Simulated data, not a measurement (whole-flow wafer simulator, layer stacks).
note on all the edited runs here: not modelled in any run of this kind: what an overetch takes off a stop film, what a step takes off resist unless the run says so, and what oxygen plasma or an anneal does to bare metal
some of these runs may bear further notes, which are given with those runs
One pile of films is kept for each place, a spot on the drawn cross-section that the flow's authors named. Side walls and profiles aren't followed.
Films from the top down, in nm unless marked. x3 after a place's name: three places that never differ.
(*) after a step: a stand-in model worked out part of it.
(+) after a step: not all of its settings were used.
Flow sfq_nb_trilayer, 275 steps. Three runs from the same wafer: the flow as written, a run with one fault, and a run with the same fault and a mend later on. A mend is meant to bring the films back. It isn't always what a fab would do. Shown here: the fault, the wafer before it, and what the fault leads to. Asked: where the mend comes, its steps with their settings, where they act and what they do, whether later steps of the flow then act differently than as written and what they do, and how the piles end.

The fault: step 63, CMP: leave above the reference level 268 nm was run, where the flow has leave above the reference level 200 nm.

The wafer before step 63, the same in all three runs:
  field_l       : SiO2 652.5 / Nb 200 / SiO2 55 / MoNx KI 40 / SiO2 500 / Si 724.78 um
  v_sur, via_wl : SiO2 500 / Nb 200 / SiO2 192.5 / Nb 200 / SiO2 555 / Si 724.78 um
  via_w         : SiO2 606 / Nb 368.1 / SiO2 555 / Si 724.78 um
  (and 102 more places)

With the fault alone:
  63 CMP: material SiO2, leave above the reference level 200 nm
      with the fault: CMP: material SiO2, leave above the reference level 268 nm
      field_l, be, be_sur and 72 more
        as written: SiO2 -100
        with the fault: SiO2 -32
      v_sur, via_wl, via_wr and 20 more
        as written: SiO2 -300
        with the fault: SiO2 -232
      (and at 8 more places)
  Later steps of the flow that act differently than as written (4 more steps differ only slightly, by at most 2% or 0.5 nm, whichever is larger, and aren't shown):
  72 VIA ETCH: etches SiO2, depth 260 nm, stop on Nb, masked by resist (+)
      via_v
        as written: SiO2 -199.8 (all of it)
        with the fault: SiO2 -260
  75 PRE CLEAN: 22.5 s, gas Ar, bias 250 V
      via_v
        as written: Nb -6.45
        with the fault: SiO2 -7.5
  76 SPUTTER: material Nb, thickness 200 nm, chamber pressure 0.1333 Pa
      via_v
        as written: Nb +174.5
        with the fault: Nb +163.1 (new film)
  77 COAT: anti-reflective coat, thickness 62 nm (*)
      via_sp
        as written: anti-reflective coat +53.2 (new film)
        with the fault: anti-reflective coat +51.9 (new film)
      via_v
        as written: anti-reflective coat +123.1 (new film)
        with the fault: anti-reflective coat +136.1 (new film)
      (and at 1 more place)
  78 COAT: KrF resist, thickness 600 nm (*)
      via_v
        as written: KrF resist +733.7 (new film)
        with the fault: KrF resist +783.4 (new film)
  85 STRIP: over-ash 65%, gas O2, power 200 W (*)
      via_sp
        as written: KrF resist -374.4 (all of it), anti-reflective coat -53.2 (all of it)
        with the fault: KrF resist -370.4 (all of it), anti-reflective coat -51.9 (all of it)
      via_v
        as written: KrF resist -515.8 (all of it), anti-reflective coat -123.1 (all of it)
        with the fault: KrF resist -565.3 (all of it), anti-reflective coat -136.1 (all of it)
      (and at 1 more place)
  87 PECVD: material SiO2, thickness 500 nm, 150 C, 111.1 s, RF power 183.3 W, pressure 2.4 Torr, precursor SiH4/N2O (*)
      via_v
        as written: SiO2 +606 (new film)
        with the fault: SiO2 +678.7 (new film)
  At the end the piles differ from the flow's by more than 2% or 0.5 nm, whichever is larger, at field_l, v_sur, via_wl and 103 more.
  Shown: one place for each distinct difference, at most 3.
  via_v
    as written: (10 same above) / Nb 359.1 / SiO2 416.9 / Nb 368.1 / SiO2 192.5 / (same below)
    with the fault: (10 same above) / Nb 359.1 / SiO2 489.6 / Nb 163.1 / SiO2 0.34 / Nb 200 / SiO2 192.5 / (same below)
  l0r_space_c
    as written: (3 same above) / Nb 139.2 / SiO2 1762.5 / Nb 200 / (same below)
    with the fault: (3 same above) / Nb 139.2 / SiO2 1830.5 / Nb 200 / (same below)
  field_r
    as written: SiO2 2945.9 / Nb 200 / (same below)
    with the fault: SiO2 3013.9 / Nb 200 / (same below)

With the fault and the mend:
  The mend comes after step 64.
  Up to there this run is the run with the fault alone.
  64a CMP: material SiO2, leave above the reference level 200 nm (the flow's step 63 once more)
      field_l, v_sur, via_wl and 103 more
        SiO2 -68
  No later step of the flow acts differently than as written at any place that is followed.
  At the end the piles are the same as the flow's at every place that both follow.
